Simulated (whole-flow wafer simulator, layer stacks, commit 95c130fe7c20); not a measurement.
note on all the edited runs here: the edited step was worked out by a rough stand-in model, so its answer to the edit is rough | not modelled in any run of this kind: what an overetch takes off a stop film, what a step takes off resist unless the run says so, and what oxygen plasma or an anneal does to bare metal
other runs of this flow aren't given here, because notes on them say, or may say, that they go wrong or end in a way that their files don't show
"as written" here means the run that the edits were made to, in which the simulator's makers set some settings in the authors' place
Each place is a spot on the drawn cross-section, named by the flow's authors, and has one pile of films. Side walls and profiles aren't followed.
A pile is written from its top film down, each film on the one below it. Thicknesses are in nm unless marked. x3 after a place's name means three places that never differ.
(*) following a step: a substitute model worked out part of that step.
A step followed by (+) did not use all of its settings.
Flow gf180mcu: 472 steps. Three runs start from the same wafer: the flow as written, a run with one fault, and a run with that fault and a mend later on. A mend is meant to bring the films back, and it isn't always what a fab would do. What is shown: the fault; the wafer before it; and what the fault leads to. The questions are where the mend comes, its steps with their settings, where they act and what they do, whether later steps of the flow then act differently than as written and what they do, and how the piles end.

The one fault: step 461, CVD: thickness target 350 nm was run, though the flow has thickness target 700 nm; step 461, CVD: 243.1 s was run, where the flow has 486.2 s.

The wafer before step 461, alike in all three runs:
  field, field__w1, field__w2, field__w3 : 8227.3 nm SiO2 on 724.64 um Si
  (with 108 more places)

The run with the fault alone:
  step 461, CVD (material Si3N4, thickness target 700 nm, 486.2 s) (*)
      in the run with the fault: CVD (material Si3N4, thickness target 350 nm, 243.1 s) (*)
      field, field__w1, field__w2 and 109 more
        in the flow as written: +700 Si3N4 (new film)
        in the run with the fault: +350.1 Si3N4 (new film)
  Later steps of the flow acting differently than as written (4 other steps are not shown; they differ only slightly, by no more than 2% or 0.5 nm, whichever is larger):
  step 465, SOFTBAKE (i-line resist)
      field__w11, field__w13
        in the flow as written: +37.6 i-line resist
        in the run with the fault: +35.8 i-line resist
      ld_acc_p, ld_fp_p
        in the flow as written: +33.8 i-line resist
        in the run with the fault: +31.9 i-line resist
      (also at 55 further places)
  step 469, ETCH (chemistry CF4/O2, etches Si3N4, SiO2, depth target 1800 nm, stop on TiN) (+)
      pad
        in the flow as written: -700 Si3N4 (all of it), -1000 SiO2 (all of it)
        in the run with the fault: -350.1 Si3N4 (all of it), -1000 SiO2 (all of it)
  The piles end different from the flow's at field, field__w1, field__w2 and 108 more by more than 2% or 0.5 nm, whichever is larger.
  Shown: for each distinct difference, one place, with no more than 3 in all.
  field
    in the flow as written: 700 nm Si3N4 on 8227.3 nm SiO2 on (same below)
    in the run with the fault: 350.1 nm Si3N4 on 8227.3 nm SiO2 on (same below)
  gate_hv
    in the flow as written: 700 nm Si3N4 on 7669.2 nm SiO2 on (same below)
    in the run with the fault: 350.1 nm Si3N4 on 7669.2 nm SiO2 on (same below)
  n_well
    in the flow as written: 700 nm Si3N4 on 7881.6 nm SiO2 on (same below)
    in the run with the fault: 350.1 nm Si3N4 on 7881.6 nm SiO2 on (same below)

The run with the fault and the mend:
  The mend follows step 461.
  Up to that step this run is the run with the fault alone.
  step 461a, CVD (material Si3N4, thickness target 350 nm, 243.1 s) (*) (the flow's step 461, run once more with other settings)
      field, field__w1, field__w2 and 109 more
        +350.1 Si3N4
  Later steps of the flow that are run all act as written at every place that is followed, up to a difference of at most 2% or 0.5 nm, whichever is larger.
  The piles end only slightly different from the flow's at the places that both follow, by no more than 2% or 0.5 nm, whichever is larger.
